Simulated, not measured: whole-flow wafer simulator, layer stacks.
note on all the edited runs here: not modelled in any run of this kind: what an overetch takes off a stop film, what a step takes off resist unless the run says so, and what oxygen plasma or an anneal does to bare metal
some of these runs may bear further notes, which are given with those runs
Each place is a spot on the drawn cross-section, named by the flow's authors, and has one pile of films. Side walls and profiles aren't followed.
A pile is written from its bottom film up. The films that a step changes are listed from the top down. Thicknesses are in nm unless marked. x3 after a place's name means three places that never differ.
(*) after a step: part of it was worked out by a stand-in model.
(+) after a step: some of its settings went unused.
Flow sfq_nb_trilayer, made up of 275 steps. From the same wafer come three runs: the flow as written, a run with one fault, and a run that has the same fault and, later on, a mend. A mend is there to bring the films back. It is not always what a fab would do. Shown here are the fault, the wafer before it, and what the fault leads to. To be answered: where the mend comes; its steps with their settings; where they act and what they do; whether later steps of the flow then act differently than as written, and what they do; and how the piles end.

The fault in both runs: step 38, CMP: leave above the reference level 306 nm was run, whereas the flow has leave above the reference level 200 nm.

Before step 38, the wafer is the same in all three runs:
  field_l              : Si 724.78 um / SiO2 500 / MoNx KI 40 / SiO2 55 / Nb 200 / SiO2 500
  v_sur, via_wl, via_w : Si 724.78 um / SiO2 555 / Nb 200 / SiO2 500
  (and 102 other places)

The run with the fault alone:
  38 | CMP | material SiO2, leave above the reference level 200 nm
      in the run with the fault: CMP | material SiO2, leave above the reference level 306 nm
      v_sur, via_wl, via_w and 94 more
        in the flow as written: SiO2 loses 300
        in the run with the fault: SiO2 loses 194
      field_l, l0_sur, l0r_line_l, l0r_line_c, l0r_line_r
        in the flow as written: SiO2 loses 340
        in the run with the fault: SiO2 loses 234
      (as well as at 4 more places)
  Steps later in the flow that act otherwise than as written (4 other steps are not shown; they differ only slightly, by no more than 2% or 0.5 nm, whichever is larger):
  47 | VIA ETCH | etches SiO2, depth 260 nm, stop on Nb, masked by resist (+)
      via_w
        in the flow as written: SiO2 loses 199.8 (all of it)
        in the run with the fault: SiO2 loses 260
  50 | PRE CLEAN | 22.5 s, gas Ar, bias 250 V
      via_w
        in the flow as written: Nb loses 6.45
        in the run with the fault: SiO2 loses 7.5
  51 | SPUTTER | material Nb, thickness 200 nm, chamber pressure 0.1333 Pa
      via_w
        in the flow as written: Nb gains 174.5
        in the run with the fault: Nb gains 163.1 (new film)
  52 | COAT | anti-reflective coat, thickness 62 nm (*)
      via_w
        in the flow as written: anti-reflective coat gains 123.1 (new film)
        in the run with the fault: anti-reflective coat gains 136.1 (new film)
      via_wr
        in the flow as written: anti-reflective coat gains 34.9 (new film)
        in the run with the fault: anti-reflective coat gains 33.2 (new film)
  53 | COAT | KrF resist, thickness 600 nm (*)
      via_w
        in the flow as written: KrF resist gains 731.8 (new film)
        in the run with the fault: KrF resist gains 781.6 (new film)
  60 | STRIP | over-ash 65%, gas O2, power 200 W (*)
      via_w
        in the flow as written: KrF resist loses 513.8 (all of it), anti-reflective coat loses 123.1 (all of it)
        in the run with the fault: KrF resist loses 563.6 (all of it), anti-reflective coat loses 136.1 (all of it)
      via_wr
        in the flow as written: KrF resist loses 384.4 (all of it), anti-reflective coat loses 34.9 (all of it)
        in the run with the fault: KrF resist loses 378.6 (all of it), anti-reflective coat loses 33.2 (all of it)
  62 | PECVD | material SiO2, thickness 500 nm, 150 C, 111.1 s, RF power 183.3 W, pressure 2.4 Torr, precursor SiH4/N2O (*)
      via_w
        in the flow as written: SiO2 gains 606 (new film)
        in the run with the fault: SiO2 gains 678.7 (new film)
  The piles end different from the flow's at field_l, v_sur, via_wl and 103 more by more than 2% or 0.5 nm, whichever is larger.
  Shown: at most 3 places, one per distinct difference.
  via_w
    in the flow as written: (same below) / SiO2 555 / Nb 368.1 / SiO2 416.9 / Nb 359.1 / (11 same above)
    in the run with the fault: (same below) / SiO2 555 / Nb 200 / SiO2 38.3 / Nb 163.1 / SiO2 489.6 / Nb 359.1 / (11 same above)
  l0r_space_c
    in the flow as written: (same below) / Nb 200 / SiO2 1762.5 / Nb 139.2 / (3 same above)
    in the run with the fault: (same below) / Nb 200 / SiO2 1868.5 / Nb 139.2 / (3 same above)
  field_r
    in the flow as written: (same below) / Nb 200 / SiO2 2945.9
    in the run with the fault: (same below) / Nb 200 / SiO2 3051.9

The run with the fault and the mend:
  The mend follows step 45.
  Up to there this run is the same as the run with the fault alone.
  45a | STRIP | over-ash 65%, gas O2, power 200 W (*)
      field_l, v_sur, via_wl and 102 more
        KrF resist loses 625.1 (all of it), anti-reflective coat loses 62 (all of it)
      via_w
        anti-reflective coat loses 62 (all of it)
  45b | CMP | material SiO2, leave above the reference level 200 nm (a further turn of the flow's step 38)
      field_l, v_sur, via_wl and 103 more
        SiO2 loses 106
  45c | COAT | anti-reflective coat, thickness 62 nm (a further turn of the flow's step 40)
      field_l, v_sur, via_wl and 103 more
        anti-reflective coat gains 62 (new film)
  45d | COAT | KrF resist, thickness 650 nm (a further turn of the flow's step 41)
      field_l, v_sur, via_wl and 103 more
        KrF resist gains 650 (new film)
  45e | SOFTBAKE | KrF resist (a further turn of the flow's step 42)
      alters no film at any place that is followed
  45f | EXPOSE | photomask I0, dose 11.91 mJ/cm2, NA 0.6, wavelength 248 nm (*) (a further turn of the flow's step 43)
      alters no film at any place that is followed
  45g | PEB | KrF resist, 90 s (a further turn of the flow's step 44)
      field_l, v_sur, via_wl and 103 more
        KrF resist loses 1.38
  45h | DEVELOP | KrF resist, thickness 650 nm, 60 s (a further turn of the flow's step 45)
      field_l, v_sur, via_wl and 102 more
        KrF resist loses 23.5
      via_w
        KrF resist loses 648.6 (all of it)
  Every later step of the flow that is run acts as written at every place that is followed.
  At every place that both follow, the piles at the end match the flow's.
